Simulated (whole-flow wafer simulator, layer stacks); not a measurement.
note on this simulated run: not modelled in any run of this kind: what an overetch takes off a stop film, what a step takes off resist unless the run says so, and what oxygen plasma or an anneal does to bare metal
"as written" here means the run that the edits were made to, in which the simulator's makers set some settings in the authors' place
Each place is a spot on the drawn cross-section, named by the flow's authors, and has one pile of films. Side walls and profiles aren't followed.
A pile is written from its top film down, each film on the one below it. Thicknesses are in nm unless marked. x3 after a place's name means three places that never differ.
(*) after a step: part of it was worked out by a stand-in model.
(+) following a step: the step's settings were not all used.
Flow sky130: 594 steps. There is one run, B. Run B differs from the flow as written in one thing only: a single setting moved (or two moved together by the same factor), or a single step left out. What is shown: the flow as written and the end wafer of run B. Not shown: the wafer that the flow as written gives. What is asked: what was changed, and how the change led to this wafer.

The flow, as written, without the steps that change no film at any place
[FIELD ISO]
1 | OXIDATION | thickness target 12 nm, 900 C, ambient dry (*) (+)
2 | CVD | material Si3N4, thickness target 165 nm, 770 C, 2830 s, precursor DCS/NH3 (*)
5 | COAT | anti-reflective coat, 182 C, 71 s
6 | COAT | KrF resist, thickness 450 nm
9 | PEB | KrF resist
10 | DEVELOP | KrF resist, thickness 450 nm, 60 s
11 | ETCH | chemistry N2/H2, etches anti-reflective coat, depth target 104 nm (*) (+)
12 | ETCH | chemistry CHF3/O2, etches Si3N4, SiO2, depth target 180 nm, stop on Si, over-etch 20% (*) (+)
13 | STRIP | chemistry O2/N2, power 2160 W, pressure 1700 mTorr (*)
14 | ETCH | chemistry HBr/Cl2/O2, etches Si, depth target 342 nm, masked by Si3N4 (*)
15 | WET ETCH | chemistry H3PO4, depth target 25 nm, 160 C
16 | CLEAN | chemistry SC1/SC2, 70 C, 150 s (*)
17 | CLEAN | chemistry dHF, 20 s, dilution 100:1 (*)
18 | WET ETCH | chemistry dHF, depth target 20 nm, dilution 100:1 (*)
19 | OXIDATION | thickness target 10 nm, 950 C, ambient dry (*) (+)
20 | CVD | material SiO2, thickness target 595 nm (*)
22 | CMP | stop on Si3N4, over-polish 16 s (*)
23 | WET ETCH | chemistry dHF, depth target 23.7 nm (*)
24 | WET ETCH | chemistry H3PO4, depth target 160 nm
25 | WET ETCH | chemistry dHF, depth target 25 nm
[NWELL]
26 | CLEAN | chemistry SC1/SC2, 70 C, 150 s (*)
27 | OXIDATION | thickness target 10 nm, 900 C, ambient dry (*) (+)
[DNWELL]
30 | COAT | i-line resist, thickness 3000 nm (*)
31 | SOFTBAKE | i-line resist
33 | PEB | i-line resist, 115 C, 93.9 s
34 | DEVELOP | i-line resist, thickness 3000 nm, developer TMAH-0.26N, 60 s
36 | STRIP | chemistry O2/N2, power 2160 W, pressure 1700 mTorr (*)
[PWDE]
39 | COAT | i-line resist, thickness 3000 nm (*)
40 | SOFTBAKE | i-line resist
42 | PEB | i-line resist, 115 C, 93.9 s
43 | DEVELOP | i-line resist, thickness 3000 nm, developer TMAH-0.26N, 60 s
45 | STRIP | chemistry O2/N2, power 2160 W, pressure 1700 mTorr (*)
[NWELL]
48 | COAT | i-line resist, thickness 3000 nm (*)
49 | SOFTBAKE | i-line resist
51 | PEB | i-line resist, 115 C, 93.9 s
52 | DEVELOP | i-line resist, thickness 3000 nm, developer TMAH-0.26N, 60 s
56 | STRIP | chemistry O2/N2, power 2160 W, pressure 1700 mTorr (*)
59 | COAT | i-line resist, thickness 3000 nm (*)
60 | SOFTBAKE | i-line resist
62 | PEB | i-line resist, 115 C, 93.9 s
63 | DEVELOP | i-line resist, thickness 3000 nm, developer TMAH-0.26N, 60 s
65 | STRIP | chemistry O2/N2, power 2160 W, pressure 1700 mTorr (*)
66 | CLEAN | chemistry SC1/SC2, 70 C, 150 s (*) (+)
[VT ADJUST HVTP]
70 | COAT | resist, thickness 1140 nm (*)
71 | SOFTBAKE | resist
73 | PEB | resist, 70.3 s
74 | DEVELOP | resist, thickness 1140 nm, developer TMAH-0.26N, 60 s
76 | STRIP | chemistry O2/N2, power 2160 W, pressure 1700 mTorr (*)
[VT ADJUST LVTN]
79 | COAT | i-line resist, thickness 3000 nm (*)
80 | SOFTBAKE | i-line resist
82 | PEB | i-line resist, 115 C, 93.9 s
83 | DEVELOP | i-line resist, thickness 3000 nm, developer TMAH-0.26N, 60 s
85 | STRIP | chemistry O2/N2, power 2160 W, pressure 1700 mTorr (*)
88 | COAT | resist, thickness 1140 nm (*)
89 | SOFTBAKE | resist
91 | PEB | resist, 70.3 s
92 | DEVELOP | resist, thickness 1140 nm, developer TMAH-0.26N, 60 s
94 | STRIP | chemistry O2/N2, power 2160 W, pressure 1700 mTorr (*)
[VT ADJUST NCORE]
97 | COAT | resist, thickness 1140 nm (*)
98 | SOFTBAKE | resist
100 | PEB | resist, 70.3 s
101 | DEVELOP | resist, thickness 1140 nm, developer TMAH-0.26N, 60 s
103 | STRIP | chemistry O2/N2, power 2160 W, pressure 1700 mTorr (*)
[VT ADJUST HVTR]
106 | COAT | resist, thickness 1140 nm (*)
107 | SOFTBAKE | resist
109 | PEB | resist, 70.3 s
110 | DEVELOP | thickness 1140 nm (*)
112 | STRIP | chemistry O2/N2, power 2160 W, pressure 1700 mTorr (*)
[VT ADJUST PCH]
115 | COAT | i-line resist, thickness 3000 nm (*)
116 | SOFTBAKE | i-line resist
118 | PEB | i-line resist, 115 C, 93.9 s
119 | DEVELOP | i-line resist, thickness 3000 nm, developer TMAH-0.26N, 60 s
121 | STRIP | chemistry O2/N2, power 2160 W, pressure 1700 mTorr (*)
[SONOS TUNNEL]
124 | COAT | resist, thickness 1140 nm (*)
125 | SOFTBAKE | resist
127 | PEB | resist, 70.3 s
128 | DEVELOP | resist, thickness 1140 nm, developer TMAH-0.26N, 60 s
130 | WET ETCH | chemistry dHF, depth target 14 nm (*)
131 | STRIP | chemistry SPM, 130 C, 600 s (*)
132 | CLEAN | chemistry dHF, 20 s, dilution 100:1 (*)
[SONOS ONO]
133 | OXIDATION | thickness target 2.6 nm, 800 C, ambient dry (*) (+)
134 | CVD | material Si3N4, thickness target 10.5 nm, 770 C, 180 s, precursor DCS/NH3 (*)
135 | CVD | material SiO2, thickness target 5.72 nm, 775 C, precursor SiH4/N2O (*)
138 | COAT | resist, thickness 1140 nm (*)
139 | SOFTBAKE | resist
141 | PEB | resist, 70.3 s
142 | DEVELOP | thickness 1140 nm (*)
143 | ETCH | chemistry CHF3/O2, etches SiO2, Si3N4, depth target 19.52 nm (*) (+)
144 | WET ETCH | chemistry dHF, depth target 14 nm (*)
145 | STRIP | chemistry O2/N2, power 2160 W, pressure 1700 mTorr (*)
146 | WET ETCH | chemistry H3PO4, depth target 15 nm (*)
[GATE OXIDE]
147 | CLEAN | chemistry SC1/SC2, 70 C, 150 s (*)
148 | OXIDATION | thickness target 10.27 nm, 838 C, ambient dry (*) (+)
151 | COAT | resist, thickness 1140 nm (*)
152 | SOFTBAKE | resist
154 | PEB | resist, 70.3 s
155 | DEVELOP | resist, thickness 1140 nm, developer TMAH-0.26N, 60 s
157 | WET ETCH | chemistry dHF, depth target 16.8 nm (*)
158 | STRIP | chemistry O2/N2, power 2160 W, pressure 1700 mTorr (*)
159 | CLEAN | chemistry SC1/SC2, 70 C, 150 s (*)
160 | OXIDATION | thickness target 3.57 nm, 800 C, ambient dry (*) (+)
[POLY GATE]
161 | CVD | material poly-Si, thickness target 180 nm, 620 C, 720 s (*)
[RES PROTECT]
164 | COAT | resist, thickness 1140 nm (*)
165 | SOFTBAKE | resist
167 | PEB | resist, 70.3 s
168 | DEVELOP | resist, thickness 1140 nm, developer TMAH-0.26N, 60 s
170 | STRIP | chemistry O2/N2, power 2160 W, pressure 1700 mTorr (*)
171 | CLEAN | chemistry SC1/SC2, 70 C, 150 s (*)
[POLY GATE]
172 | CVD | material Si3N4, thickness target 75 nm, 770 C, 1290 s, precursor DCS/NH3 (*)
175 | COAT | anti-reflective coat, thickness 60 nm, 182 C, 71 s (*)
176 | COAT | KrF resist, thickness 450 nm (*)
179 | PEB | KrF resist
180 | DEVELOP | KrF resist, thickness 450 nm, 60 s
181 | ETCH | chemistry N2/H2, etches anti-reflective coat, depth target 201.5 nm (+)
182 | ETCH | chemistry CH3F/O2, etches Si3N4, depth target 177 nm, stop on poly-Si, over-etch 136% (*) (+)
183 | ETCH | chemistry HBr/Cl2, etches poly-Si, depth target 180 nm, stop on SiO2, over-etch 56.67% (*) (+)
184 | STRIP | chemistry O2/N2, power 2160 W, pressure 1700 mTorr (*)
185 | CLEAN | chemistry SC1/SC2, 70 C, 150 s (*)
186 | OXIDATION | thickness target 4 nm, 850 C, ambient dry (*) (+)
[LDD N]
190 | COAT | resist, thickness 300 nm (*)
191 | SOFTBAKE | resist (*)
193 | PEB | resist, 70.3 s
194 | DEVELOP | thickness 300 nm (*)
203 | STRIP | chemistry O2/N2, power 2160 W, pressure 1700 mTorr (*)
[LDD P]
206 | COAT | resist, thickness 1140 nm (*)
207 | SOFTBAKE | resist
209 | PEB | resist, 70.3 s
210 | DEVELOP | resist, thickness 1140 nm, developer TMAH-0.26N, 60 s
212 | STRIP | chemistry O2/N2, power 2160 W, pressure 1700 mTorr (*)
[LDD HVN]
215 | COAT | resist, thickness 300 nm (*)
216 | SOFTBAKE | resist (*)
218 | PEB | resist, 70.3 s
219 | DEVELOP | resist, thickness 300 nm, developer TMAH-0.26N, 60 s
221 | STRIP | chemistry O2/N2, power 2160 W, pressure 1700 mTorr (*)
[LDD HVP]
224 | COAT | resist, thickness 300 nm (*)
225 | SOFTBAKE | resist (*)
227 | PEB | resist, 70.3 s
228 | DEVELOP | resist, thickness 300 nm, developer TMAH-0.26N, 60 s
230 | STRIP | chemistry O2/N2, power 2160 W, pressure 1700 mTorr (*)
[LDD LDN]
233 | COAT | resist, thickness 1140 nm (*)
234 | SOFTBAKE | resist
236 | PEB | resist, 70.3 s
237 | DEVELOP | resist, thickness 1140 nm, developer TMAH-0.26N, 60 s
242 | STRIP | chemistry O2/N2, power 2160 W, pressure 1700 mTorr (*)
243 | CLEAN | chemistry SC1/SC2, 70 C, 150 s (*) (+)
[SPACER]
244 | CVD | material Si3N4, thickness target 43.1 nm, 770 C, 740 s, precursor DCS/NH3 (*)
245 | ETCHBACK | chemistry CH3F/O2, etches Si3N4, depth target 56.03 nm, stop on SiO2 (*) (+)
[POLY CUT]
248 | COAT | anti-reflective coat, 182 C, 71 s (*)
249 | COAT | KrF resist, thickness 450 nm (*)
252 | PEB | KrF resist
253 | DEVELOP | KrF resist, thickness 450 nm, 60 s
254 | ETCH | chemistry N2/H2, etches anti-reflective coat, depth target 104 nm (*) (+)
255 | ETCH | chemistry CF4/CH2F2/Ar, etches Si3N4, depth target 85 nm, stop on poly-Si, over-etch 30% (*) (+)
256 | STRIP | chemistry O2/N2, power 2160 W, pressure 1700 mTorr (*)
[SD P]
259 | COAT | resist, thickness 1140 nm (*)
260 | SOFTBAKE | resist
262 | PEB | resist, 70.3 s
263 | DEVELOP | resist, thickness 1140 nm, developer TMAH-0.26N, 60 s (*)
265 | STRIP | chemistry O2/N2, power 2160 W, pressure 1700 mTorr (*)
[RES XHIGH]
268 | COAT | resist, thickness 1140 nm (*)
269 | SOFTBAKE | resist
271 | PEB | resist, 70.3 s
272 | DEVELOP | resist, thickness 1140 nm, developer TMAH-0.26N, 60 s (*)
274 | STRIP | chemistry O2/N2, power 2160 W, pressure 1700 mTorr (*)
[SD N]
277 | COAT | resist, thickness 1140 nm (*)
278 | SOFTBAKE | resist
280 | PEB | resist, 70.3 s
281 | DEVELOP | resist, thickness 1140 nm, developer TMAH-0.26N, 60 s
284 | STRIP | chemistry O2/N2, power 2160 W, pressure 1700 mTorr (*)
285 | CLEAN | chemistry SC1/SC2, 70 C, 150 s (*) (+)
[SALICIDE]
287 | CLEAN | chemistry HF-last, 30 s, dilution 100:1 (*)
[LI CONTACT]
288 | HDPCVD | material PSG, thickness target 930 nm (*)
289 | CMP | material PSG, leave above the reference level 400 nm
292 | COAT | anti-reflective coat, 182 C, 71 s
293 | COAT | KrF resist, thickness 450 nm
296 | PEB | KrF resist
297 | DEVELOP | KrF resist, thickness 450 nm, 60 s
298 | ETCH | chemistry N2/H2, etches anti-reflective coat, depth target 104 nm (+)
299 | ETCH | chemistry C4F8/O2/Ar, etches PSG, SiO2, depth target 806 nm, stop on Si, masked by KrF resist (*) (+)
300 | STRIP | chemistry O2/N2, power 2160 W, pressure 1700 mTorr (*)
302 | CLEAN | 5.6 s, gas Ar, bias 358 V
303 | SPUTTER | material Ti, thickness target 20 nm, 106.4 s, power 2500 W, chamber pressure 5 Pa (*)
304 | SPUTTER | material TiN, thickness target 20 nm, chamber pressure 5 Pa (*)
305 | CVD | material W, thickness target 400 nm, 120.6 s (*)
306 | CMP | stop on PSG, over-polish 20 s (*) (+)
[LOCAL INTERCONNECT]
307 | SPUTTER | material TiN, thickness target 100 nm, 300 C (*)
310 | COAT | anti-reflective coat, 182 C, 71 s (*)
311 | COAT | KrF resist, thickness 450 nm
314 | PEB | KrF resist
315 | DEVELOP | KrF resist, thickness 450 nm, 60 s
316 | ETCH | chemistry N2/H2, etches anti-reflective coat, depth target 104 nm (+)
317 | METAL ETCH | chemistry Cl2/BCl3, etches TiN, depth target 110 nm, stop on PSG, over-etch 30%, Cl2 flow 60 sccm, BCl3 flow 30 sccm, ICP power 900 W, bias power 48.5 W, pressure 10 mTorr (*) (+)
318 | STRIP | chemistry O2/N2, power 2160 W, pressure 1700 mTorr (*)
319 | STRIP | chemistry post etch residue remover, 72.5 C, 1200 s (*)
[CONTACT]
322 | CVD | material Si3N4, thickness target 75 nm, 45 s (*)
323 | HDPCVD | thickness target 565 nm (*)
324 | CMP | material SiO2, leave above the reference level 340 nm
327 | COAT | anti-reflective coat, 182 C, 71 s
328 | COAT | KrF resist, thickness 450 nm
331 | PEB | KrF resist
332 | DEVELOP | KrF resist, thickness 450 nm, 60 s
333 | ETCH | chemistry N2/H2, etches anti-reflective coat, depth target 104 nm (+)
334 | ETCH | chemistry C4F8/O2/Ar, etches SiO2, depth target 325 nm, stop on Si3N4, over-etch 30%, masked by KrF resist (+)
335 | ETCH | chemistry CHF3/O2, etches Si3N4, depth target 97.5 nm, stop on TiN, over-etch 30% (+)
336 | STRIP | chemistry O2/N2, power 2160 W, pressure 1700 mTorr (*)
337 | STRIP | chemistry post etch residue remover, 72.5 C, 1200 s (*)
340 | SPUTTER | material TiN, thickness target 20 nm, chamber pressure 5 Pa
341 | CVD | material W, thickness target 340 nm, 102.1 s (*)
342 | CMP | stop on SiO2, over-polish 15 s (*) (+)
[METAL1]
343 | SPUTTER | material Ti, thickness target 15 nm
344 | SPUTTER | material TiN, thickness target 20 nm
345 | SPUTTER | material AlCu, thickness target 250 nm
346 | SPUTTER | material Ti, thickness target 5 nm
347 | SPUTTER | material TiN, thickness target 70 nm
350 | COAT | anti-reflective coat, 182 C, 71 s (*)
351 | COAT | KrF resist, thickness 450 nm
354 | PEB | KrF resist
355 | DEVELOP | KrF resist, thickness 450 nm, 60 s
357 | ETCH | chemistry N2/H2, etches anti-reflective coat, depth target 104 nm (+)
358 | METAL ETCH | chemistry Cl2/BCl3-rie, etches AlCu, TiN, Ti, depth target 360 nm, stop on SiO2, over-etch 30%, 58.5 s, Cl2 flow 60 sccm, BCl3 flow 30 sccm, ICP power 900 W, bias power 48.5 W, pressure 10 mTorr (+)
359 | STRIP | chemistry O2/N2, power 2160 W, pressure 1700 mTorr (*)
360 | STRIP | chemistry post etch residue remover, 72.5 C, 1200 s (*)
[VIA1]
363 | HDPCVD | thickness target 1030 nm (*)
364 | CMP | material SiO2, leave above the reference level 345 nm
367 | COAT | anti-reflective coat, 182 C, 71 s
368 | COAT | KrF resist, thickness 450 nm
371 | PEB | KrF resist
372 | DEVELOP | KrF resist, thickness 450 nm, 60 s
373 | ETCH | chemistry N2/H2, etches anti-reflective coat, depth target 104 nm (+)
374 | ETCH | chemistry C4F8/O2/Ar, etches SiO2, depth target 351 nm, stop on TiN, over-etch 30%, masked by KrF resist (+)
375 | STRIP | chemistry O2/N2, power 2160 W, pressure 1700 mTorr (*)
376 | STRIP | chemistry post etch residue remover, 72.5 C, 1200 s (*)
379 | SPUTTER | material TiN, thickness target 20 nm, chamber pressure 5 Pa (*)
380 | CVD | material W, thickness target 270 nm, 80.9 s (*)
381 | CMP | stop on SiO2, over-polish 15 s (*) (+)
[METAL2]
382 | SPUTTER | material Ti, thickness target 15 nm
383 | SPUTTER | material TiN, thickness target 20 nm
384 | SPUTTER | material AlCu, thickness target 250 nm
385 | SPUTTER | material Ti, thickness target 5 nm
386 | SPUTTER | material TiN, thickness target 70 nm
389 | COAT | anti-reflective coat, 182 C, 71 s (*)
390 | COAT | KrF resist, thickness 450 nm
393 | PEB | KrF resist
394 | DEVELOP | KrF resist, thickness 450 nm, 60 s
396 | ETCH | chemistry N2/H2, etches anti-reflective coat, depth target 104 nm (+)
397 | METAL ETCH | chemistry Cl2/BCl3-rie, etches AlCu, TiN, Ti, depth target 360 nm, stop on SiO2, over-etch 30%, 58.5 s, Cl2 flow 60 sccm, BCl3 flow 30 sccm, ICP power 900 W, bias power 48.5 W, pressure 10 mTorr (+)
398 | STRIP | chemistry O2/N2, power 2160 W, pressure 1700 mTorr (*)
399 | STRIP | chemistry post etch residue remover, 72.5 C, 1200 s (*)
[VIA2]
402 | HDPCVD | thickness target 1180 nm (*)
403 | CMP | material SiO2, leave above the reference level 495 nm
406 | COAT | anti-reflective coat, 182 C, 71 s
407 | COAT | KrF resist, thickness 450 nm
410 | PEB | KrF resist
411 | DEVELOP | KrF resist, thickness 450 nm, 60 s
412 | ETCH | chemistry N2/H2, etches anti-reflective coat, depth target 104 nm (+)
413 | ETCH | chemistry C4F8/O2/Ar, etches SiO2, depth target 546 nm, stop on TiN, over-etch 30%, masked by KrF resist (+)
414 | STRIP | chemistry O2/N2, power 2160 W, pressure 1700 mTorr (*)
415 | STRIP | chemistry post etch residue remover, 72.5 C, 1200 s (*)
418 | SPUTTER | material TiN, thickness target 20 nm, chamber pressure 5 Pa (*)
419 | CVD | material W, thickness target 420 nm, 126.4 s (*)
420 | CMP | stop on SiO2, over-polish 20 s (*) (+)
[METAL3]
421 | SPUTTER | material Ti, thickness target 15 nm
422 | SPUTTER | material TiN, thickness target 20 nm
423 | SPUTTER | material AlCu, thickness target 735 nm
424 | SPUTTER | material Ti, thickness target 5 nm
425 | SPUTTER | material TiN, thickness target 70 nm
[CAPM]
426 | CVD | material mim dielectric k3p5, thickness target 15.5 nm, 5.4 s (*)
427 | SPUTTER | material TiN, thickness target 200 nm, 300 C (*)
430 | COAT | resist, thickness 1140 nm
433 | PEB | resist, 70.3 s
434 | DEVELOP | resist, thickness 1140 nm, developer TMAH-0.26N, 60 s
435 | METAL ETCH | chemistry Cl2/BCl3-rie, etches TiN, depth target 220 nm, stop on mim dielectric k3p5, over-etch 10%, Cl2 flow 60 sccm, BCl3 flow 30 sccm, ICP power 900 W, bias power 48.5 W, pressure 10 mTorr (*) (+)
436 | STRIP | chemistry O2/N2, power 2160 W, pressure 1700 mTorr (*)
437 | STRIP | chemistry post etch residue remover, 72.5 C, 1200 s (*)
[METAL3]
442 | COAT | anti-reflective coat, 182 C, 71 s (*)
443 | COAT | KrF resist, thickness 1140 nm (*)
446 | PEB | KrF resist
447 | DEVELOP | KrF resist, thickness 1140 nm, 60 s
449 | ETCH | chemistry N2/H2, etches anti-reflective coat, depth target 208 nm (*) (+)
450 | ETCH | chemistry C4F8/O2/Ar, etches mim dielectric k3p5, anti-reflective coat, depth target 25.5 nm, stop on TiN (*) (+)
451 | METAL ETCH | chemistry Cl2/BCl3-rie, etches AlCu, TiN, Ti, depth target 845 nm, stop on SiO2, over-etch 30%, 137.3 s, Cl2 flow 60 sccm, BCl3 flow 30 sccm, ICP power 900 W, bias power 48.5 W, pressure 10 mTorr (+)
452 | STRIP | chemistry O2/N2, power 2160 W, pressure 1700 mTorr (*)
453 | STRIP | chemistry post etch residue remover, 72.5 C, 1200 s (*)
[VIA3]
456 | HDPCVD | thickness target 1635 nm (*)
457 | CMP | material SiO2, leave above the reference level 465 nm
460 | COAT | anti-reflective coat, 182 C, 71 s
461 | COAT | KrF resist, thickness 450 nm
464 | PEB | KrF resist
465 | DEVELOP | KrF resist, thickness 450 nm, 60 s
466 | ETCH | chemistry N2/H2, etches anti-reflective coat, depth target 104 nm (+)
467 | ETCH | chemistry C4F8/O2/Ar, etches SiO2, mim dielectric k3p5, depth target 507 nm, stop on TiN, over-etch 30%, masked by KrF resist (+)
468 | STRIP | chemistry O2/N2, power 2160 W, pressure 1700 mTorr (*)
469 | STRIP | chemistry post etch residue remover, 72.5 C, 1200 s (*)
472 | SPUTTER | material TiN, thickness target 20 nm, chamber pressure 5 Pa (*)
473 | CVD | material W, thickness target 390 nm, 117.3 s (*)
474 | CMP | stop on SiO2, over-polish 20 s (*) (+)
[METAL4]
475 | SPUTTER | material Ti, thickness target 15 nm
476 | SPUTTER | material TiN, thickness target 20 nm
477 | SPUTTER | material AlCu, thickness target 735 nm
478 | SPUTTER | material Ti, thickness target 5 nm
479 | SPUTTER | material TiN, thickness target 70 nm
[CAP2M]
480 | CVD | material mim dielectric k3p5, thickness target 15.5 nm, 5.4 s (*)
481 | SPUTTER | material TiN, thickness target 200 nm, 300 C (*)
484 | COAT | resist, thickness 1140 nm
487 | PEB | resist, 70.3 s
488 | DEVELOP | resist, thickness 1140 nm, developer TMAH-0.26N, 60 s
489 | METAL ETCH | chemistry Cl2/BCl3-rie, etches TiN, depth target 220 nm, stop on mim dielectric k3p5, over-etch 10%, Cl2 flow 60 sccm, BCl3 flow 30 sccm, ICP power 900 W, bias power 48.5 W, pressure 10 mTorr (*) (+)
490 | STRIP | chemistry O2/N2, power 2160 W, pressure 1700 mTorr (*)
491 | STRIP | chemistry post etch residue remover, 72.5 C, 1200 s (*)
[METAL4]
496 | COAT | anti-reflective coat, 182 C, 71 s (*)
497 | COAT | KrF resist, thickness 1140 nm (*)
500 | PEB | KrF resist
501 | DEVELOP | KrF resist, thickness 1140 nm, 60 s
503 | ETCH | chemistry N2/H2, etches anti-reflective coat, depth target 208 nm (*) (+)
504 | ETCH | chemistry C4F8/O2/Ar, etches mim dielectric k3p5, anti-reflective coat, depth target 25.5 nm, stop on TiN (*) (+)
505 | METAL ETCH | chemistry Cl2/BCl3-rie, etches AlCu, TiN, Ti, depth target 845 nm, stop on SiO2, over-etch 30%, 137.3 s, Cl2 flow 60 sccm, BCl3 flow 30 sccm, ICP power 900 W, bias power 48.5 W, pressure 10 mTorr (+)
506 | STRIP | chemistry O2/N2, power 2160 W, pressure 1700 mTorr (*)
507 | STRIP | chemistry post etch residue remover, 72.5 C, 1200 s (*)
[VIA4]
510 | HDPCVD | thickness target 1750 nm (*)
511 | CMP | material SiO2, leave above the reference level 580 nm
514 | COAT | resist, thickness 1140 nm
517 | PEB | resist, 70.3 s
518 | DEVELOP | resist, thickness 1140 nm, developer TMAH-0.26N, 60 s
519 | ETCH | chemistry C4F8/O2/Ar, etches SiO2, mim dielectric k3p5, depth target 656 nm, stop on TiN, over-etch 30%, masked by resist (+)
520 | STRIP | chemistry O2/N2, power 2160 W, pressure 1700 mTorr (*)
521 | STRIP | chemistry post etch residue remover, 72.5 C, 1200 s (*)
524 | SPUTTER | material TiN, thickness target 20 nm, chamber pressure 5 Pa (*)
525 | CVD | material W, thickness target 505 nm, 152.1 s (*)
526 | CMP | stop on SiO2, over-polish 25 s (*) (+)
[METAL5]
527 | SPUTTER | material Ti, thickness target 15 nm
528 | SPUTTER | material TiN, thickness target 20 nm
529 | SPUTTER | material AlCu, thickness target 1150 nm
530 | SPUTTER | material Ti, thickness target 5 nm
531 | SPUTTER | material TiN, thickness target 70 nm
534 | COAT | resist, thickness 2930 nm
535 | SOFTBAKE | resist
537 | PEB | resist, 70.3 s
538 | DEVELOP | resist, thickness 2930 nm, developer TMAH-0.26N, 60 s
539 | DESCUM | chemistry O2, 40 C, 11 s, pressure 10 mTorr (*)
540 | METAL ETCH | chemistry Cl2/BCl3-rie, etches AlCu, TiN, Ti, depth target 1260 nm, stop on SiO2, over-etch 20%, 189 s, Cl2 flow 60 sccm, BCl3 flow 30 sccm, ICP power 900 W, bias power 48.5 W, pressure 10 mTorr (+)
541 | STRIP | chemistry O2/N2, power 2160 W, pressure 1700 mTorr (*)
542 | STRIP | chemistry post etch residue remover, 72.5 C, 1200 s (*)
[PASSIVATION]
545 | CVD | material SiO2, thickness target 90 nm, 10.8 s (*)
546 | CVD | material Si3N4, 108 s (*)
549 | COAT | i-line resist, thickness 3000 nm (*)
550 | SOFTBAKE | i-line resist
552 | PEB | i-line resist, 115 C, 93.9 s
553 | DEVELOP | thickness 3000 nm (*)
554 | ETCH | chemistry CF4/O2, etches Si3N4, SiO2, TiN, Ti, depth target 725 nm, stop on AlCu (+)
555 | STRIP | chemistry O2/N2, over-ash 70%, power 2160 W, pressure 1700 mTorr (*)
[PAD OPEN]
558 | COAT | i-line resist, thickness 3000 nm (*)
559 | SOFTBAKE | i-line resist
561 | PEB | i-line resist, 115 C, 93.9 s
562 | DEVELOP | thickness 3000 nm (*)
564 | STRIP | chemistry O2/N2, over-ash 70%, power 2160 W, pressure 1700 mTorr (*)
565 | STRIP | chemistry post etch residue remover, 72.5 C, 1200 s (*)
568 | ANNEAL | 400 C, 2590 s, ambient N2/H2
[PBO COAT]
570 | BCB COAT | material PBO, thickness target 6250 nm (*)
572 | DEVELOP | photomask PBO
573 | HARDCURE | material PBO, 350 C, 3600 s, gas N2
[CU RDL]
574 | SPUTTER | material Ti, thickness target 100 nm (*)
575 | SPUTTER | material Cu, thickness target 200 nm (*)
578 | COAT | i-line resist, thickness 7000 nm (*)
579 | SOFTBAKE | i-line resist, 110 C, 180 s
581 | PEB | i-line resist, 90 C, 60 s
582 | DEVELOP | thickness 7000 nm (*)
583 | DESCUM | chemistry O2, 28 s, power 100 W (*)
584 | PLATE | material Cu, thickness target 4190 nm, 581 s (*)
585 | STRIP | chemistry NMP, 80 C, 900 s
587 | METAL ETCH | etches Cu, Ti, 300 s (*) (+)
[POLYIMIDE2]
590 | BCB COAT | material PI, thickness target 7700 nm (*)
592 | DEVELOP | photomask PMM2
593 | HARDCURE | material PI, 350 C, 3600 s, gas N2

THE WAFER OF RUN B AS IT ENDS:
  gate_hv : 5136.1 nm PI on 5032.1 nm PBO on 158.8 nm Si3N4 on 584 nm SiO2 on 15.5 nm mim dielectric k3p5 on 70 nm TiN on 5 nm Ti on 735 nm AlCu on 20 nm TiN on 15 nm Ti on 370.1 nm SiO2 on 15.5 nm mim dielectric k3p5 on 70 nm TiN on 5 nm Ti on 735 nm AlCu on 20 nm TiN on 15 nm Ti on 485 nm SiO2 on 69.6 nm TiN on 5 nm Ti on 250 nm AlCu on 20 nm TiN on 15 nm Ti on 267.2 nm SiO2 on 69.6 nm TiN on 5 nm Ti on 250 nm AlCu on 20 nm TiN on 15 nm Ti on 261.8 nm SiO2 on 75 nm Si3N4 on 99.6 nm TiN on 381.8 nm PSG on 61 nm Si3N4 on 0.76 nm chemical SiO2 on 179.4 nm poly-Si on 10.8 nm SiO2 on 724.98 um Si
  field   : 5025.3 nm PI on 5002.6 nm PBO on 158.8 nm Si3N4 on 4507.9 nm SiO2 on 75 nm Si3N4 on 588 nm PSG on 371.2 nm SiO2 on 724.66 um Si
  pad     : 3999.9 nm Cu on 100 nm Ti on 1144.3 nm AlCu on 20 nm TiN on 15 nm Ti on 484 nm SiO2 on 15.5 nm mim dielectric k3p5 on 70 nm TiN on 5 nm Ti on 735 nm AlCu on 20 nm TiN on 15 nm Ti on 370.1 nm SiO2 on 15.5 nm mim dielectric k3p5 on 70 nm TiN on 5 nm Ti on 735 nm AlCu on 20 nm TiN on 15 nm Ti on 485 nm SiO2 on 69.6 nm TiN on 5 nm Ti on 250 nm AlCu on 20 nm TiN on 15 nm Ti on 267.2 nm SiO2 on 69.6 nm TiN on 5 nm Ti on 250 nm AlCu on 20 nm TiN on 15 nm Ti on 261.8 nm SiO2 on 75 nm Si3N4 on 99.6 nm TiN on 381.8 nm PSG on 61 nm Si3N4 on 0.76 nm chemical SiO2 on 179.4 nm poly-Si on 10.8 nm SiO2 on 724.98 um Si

The reason: step 403, CMP: leave above the reference level 564 nm was run, though the flow has leave above the reference level 495 nm.

How this came from the change, step by step:
  403 | CMP | material SiO2, leave above the reference level 495 nm
      n_well, p_well, gate_hv and 101 more: -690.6 SiO2 (as written it would have been: -759.6 SiO2)
      field, active, gate and 82 more: -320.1 SiO2 (as written it would have been: -389.1 SiO2)
      (and at 2 other places as well)
  413 | ETCH | chemistry C4F8/O2/Ar, etches SiO2, depth target 546 nm, stop on TiN, over-etch 30%, masked by KrF resist (+)
      m1: -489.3 SiO2 (all of it) (as written it would have been: -420.3 SiO2 (all of it))
      via2_hole: -488.8 SiO2 (all of it) (as written it would have been: -419.8 SiO2 (all of it))
  418 | SPUTTER | material TiN, thickness target 20 nm, chamber pressure 5 Pa (*)
      m1: +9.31 TiN (as written it would have been: +10.2 TiN)
      via2_hole: +9.3 TiN (as written it would have been: +10.2 TiN)
  419 | CVD | material W, thickness target 420 nm, 126.4 s (*)
      m1: +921 W (new film) (as written it would have been: +851.1 W (new film))
      via2_hole: +920.5 W (new film) (as written it would have been: +850.7 W (new film))
